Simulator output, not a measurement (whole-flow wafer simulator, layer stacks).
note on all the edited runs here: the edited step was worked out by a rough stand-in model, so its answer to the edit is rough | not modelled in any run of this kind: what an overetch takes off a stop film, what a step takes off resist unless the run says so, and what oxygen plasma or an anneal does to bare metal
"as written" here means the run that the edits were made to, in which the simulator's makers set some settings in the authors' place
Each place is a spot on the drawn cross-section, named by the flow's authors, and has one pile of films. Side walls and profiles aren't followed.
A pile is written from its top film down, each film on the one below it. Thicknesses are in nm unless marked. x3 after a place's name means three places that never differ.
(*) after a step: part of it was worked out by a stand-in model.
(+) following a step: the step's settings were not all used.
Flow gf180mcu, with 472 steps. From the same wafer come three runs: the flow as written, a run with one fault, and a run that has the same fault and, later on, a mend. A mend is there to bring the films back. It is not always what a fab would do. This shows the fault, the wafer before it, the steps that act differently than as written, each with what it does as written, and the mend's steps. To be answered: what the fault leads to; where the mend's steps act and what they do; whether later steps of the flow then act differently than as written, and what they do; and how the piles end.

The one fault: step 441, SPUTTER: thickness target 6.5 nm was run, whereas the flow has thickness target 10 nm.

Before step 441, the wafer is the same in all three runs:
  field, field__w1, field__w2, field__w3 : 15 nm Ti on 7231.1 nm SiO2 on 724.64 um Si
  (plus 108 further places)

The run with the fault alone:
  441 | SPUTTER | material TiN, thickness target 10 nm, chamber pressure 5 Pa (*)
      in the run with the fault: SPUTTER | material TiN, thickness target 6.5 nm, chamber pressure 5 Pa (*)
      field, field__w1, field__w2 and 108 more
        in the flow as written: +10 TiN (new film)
        in the run with the fault: +6.5 TiN (new film)
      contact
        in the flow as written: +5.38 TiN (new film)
        in the run with the fault: +3.5 TiN (new film)
  Later steps of the flow acting differently than as written (1 other step is not shown; it differs only slightly, by no more than 2% or 0.5 nm, whichever is larger):
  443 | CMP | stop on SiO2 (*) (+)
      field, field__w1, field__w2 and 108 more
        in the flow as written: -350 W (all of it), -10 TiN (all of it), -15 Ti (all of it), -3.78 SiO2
        in the run with the fault: -350 W (all of it), -6.5 TiN (all of it), -15 Ti (all of it), -3.75 SiO2
  The piles end different from the flow's at contact by more than 2% or 0.5 nm, whichever is larger.
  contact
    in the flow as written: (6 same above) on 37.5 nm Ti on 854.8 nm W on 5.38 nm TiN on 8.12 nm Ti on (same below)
    in the run with the fault: (6 same above) on 37.5 nm Ti on 856.7 nm W on 3.5 nm TiN on 8.12 nm Ti on (same below)

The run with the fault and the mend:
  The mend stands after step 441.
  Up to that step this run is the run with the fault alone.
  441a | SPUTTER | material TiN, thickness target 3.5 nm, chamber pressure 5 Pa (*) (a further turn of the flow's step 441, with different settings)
      field, field__w1, field__w2 and 108 more
        +3.5 TiN
      contact
        +1.88 TiN
  Every later step of the flow that is run acts as written at every place that is followed.
  The piles end the same as the flow's at every place that both follow.
